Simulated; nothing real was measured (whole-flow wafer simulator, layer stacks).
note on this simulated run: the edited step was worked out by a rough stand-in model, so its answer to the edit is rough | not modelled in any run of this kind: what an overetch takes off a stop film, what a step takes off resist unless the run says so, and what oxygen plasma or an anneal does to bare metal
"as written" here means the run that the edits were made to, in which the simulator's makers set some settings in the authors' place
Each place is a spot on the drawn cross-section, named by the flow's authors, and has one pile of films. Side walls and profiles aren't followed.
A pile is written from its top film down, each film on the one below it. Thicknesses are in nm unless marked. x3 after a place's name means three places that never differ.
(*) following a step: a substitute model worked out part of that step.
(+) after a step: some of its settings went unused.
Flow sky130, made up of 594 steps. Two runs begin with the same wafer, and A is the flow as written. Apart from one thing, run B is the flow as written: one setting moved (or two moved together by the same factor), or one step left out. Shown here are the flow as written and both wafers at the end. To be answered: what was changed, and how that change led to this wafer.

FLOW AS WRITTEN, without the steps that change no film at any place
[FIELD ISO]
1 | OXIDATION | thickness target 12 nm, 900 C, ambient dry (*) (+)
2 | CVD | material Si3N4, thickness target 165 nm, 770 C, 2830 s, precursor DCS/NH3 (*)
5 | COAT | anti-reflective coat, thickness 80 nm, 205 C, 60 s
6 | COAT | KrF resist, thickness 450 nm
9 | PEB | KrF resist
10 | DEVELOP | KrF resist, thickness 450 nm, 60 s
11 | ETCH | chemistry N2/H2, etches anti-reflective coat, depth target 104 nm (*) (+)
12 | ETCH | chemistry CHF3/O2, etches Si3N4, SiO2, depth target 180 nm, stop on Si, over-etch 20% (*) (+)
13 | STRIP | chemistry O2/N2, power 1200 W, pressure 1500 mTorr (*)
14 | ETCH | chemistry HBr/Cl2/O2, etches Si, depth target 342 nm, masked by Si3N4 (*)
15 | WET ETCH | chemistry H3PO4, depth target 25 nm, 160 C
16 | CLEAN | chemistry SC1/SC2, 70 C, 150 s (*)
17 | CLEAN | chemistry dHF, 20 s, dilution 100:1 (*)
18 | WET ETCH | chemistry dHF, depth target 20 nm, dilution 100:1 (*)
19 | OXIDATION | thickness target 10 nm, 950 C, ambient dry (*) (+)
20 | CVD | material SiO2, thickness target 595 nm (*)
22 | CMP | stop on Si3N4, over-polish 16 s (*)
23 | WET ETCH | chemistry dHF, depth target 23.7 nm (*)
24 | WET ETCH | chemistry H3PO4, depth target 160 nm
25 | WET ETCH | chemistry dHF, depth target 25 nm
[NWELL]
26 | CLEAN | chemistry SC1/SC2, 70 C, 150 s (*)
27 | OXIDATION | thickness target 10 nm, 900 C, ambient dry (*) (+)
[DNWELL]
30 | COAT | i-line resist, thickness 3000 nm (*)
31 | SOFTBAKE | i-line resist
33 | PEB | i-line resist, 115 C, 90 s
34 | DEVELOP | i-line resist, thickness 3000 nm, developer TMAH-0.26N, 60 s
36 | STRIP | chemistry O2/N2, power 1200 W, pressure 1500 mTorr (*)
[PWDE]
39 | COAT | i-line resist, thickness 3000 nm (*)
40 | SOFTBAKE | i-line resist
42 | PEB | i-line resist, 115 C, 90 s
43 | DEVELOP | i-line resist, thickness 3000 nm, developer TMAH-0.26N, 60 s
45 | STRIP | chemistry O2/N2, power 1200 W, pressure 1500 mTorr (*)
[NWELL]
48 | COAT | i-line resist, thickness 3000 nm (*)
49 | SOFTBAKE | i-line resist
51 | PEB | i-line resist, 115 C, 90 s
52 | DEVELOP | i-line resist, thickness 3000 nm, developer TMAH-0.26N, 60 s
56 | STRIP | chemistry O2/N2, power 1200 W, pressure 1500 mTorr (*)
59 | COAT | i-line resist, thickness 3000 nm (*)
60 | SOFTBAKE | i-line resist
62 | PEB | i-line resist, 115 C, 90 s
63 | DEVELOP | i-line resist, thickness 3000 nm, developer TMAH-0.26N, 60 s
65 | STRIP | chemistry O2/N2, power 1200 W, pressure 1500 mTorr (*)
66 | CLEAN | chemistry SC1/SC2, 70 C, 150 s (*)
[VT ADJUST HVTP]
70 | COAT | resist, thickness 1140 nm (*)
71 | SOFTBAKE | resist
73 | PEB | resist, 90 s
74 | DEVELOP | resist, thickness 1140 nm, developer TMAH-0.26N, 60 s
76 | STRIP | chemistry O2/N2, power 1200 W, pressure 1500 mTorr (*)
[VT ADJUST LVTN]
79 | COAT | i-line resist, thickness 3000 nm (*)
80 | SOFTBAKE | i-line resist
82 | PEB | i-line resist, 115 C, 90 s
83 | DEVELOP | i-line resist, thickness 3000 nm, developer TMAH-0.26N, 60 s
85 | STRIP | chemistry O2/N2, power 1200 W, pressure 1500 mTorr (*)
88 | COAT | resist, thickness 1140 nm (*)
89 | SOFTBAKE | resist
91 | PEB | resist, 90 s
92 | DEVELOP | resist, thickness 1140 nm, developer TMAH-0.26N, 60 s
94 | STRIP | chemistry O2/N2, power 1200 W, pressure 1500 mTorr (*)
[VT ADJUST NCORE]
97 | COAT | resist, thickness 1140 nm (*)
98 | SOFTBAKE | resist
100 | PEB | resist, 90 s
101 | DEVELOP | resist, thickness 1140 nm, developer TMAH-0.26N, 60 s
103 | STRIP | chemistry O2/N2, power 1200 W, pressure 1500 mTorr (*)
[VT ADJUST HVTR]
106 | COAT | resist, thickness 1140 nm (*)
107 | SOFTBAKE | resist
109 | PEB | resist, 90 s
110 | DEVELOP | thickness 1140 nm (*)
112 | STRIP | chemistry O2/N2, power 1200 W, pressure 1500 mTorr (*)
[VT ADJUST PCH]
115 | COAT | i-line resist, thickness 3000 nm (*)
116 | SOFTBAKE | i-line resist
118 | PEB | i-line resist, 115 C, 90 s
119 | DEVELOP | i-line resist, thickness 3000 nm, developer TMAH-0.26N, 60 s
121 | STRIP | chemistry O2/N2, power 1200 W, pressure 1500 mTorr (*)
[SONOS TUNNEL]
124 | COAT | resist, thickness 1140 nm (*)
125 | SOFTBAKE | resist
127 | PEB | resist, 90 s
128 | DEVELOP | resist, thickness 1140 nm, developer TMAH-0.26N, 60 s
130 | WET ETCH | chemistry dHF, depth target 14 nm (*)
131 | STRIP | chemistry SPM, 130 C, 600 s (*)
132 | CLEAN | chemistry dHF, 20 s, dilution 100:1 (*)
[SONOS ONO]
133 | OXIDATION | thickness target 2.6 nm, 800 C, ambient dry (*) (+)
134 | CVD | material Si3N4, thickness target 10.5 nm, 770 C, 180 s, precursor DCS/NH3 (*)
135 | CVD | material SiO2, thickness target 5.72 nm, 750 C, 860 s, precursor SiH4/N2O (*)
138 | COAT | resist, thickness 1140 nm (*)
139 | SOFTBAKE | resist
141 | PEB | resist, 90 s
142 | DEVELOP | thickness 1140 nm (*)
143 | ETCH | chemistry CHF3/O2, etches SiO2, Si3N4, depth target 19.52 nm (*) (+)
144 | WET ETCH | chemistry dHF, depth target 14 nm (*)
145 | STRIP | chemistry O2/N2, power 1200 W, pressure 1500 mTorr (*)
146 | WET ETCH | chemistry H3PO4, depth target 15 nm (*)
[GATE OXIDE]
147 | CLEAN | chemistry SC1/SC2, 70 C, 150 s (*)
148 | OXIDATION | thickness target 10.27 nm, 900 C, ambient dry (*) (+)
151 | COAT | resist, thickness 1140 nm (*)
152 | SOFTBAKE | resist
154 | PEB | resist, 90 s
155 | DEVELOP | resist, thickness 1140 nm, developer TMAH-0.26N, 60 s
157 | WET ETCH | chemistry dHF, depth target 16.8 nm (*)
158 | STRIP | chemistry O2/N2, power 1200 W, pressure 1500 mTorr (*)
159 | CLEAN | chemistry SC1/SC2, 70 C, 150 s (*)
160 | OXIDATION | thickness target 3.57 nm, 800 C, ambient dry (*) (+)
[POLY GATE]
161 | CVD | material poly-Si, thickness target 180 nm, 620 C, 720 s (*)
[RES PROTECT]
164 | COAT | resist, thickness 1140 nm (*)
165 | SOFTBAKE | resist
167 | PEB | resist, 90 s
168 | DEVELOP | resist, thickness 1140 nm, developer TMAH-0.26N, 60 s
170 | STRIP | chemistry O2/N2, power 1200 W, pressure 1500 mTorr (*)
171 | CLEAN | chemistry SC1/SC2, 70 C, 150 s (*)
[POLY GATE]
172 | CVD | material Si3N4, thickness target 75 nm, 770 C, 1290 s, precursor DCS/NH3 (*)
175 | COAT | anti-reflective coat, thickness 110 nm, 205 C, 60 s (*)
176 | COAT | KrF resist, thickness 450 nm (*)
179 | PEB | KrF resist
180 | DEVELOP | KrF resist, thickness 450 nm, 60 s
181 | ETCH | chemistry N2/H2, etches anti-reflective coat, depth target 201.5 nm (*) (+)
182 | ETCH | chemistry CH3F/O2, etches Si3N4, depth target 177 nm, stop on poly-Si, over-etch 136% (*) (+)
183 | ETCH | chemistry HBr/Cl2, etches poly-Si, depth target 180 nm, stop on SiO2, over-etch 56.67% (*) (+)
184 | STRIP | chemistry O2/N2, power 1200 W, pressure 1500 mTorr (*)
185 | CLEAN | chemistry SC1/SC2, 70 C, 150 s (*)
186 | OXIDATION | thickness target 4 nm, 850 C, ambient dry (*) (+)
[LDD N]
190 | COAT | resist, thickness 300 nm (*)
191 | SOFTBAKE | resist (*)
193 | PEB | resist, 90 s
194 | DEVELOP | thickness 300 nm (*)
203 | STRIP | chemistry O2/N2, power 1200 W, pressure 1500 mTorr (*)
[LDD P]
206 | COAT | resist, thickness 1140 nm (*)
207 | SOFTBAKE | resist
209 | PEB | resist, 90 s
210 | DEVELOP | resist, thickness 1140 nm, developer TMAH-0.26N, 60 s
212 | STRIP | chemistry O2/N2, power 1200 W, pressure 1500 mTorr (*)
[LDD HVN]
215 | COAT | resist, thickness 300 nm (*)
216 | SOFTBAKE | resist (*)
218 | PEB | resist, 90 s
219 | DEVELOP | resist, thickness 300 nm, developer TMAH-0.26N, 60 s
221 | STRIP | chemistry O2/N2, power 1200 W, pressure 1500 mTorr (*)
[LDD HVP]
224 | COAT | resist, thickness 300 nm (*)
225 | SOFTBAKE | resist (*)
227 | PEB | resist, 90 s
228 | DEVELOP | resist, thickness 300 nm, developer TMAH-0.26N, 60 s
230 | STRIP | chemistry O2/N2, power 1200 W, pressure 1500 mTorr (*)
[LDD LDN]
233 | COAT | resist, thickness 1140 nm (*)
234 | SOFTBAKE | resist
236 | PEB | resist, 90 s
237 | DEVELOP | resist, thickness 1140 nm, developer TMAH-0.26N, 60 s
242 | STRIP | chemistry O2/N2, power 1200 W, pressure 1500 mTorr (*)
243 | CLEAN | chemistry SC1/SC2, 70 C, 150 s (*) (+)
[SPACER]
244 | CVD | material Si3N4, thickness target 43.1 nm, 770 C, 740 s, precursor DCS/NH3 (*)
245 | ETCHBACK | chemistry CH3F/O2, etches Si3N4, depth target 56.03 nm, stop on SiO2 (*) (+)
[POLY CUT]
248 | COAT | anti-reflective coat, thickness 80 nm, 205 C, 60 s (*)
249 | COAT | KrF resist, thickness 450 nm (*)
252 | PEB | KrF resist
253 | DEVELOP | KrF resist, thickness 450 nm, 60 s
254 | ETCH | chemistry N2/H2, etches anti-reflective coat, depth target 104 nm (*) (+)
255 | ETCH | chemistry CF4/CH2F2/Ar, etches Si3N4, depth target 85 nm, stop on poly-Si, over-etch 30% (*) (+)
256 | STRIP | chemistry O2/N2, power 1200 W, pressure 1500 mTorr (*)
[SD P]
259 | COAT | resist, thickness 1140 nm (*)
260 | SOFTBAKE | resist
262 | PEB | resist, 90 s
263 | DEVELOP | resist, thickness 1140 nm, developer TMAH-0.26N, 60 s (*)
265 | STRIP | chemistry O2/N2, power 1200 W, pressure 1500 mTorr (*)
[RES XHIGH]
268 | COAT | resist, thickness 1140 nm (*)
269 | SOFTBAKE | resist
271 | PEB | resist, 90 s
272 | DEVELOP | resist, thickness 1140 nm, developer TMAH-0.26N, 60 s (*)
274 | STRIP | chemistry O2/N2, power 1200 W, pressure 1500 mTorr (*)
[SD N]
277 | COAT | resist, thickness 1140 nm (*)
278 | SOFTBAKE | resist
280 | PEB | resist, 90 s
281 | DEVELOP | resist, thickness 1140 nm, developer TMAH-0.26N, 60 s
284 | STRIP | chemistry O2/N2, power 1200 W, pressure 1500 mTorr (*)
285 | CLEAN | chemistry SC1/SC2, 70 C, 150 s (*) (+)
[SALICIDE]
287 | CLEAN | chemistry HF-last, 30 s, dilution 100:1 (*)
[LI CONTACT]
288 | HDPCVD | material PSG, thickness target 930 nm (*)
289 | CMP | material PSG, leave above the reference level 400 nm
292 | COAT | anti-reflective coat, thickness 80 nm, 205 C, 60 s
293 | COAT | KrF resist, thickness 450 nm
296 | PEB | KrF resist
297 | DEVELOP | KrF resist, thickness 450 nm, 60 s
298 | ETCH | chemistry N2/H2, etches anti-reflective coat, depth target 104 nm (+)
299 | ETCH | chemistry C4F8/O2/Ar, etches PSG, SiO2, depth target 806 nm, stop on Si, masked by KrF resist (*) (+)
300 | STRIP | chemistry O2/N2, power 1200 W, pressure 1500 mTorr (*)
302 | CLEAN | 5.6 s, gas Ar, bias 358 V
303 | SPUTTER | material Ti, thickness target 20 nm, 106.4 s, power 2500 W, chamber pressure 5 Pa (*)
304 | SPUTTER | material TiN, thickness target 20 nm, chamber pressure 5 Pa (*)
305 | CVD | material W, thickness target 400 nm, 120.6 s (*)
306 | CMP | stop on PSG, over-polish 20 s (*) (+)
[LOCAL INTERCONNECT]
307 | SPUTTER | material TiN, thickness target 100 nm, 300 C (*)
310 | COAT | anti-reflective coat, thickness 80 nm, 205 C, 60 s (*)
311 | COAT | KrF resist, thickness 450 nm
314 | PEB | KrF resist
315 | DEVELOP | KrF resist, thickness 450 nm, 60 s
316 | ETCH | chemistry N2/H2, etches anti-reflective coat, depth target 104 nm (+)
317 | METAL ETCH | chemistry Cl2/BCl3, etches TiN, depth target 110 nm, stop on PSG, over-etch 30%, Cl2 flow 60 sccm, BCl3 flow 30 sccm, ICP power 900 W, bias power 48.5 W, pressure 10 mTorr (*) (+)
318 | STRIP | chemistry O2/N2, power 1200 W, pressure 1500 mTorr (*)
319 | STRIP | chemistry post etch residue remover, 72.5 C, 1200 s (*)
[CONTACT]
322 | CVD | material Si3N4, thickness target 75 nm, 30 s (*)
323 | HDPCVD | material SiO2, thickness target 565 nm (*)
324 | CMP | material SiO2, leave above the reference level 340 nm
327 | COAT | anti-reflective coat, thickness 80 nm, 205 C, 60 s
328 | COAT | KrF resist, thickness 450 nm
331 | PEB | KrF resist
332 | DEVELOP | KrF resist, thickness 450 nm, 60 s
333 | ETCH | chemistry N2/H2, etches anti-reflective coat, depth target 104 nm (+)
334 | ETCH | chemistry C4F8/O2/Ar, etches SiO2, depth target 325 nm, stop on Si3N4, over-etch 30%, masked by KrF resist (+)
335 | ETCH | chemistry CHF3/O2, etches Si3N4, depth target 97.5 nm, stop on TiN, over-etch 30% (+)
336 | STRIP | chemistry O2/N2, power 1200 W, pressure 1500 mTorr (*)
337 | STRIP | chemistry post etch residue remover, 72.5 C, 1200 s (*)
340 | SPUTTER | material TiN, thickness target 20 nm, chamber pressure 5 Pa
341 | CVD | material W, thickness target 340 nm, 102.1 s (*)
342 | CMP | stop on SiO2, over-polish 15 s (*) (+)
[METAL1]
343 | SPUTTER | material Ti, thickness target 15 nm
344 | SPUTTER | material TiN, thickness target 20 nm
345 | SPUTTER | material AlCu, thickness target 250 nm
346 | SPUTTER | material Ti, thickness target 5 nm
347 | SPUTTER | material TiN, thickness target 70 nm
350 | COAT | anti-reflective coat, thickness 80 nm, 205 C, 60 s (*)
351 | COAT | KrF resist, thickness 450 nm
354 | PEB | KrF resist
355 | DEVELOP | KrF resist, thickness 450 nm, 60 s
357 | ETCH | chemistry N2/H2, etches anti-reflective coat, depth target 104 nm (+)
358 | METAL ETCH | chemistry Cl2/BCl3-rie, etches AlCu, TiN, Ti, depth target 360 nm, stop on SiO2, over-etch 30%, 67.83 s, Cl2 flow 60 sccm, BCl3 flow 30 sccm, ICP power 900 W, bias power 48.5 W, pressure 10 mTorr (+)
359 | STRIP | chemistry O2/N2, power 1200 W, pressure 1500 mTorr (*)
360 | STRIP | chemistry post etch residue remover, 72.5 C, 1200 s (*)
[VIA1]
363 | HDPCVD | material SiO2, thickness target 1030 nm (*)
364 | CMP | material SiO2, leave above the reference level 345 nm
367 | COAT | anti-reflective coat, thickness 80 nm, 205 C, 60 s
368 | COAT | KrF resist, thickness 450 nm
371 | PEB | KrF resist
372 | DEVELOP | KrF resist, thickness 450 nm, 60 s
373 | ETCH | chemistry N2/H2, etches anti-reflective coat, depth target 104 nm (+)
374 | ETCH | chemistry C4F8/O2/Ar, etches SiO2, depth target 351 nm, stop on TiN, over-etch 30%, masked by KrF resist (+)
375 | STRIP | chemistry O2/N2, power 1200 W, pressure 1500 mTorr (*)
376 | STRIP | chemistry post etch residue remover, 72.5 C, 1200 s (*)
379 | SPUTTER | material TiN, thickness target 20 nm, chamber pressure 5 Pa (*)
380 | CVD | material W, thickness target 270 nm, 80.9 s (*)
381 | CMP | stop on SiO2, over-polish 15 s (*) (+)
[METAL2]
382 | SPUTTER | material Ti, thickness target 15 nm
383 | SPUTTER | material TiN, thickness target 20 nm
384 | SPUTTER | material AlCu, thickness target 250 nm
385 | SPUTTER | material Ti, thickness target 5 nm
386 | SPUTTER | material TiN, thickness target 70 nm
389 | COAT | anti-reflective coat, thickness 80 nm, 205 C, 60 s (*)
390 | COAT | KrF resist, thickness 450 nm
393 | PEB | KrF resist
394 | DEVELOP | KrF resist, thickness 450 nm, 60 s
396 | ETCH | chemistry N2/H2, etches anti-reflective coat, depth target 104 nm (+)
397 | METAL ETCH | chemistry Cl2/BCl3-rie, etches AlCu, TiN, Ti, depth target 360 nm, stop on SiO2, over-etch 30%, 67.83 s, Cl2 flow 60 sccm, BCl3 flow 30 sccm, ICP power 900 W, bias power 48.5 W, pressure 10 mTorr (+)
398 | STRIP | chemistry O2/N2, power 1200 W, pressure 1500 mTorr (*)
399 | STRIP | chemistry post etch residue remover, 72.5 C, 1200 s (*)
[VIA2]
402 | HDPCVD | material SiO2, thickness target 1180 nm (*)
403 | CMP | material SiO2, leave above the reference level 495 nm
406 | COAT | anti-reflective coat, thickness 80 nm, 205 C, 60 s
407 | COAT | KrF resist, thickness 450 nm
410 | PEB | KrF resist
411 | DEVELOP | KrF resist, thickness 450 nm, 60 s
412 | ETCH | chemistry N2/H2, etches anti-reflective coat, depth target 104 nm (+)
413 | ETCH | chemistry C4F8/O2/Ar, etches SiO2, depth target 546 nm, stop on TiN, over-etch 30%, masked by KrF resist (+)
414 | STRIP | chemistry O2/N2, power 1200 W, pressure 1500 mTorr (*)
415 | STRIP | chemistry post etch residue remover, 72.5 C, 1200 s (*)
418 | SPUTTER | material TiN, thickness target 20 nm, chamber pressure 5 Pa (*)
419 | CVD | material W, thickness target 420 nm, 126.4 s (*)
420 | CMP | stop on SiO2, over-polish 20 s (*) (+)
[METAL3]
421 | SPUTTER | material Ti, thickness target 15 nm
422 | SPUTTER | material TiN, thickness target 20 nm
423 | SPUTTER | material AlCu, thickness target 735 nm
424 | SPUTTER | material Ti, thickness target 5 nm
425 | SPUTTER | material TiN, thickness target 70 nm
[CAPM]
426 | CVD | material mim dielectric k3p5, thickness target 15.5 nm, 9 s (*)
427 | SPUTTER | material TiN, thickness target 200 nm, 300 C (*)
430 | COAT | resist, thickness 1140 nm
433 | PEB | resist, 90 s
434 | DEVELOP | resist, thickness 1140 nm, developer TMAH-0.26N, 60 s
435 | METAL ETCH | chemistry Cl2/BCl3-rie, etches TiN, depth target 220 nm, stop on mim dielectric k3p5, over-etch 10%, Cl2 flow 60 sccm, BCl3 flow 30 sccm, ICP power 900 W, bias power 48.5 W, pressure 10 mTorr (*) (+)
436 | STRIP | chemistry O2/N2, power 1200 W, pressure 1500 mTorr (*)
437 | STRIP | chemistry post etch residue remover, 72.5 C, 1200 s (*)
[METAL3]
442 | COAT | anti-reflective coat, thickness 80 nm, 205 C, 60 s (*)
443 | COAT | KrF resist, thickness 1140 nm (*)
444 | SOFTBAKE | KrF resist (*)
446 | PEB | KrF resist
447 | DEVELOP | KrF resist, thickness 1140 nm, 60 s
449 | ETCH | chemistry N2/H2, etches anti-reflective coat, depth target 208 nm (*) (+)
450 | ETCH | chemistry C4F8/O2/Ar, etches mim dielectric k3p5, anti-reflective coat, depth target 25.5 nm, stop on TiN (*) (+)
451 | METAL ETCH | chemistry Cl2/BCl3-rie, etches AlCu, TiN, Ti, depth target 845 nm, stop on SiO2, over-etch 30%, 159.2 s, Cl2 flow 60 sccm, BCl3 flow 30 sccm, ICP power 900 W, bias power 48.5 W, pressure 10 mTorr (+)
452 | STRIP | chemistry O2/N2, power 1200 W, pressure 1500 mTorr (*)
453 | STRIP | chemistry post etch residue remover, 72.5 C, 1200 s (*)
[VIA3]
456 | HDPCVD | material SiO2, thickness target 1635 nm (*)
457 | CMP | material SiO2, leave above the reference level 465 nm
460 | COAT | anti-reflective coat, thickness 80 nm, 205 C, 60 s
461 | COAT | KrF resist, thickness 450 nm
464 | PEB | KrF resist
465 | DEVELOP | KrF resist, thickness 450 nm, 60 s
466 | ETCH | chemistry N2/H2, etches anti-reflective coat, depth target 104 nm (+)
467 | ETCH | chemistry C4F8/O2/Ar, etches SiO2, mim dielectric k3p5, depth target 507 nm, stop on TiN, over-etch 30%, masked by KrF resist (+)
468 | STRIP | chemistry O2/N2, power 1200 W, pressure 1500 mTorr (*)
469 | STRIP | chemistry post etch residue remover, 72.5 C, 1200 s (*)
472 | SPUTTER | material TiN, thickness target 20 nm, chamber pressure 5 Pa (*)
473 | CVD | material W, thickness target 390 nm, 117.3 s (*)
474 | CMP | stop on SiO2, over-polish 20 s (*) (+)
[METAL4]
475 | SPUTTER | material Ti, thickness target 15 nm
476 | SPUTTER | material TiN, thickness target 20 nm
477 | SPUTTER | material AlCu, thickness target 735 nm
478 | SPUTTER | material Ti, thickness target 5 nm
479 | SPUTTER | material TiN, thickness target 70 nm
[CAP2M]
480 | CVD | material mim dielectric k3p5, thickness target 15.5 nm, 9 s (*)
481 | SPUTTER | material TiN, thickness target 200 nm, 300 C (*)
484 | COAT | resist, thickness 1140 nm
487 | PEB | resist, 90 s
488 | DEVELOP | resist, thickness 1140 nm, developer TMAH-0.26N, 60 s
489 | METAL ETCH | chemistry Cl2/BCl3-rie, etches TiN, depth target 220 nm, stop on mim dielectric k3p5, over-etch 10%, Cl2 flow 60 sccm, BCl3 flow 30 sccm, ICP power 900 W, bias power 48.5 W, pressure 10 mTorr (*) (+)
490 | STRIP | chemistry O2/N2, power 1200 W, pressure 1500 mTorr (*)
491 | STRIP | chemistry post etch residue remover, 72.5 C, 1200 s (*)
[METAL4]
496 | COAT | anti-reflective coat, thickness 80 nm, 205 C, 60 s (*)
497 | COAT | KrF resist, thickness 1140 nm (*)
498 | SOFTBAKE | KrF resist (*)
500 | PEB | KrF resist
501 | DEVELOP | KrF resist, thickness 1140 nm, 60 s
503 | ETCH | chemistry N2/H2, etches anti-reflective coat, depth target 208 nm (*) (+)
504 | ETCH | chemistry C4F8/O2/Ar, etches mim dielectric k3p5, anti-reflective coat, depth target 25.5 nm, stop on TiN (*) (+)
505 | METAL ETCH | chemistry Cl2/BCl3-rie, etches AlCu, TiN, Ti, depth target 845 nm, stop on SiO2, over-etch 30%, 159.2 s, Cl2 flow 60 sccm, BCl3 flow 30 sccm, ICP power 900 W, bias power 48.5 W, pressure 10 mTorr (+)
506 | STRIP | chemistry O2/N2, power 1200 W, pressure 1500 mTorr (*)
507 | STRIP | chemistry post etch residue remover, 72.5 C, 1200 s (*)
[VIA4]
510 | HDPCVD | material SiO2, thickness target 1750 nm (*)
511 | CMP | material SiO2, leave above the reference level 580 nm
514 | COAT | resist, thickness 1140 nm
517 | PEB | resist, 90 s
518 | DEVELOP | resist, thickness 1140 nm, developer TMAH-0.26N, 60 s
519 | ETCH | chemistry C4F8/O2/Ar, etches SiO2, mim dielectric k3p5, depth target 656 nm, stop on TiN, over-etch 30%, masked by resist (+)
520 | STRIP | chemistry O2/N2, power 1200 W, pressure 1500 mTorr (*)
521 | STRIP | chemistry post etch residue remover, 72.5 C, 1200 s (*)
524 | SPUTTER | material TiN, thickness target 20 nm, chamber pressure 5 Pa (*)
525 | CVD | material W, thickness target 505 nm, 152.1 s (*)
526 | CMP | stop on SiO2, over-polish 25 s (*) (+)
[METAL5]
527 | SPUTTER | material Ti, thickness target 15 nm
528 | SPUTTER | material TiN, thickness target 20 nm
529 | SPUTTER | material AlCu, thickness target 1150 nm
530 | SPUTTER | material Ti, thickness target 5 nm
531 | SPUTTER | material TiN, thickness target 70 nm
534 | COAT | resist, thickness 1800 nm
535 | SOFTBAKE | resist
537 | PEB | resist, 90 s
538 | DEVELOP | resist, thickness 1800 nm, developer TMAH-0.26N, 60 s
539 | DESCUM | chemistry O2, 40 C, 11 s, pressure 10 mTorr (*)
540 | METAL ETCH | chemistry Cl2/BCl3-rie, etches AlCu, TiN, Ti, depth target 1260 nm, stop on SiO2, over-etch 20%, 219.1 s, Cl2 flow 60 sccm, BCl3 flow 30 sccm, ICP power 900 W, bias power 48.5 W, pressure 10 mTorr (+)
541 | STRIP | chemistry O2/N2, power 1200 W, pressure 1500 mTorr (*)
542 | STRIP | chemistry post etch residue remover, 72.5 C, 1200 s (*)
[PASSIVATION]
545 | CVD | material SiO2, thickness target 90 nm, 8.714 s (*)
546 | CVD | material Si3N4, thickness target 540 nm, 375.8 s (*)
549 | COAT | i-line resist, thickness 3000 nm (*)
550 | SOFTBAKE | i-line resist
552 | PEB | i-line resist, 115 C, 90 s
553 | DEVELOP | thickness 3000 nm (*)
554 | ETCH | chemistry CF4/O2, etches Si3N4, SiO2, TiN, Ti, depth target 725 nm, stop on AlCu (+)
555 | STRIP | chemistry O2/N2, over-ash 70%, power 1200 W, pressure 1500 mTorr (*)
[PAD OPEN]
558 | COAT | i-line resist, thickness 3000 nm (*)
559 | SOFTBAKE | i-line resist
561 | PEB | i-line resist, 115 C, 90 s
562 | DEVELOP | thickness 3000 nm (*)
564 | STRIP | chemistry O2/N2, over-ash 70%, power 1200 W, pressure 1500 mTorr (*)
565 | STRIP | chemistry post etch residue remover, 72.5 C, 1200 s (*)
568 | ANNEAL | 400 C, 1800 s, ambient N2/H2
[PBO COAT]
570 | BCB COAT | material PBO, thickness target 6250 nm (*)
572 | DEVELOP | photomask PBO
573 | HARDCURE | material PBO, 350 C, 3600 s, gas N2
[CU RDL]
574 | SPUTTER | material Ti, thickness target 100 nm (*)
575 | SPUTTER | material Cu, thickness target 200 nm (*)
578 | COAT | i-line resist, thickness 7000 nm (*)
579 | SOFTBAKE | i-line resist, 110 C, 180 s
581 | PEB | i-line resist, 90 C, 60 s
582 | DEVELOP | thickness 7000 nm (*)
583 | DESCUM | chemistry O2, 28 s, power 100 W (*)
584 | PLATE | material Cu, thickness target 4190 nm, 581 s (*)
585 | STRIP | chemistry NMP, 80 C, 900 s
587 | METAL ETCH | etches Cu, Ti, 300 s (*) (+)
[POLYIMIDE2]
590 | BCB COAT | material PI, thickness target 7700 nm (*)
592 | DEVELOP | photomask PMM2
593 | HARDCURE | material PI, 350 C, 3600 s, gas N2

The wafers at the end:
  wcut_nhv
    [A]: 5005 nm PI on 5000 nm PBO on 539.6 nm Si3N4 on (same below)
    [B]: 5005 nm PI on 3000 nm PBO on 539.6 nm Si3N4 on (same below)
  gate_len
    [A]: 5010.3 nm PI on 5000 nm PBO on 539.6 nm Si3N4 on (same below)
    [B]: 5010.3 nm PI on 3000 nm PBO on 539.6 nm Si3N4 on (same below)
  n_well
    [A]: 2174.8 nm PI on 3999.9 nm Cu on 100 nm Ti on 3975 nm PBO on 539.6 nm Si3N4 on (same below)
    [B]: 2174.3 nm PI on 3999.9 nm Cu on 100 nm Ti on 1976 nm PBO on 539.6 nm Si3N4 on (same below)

What caused this: step 570, BCB COAT: thickness target 3750 nm was run, while the flow as written has thickness target 6250 nm.

Step by step, how the change led to this:
  570 | BCB COAT | material PBO, thickness target 6250 nm (*)
      dice_street, vpp_sp, vpp_ln and 71 more: A +6250 PBO (new film) | B +3750 PBO (new film)
      active, spacer, gate_p_hvt_sd, active_p_hvt, spacer_p_hvt: A +6257.1 PBO (new film) | B +3757.7 PBO (new film)
      (and at 114 other places as well)
  572 | DEVELOP | photomask PBO
      pad: A -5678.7 PBO (all of it) | B -3179.9 PBO (all of it)
  573 | HARDCURE | material PBO, 350 C, 3600 s, gas N2
      dice_street, vpp_sp, vpp_ln and 71 more: A -1250 PBO | B -750 PBO
      vpp_tail, gate_hv_sd, active_hv5, spacer_hv5, gate_p_g5v0_sd, active_p_g5v0, spacer_p_g5v0, field_nw_hv: A -1251.4 PBO | B -751.4 PBO
      (and at 110 other places as well)
  574 | SPUTTER | material Ti, thickness target 100 nm (*)
      pnp_par_e: A +100 Ti (new film) | B +96.8 Ti (new film)
  578 | COAT | i-line resist, thickness 7000 nm (*)
      pad: A +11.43 um i-line resist (new film) | B +9431.8 i-line resist (new film)
  579 | SOFTBAKE | i-line resist, 110 C, 180 s
      vpp_guard: A -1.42 i-line resist | B +0.59 i-line resist
      varactor_hvt: A -0.5 i-line resist | B +1.96 i-line resist
      (and at 122 other places as well)
  582 | DEVELOP | thickness 7000 nm (*)
      pad: A -11.43 um i-line resist (all of it) | B -9431.5 i-line resist (all of it)
  587 | METAL ETCH | etches Cu, Ti, 300 s (*) (+)
      pnp_par_e: A -200 Cu (all of it), -100 Ti (all of it) | B -196.4 Cu (all of it), -96.8 Ti (all of it)
  590 | BCB COAT | material PI, thickness target 7700 nm (*)
      mim: A +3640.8 PI (new film) | B +3540.8 PI (new film)
      pad: A +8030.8 PI (new film) | B +6031.1 PI (new film)
  592 | DEVELOP | photomask PMM2
      pad: A -8030.8 PI (all of it) | B -6031.1 PI (all of it)
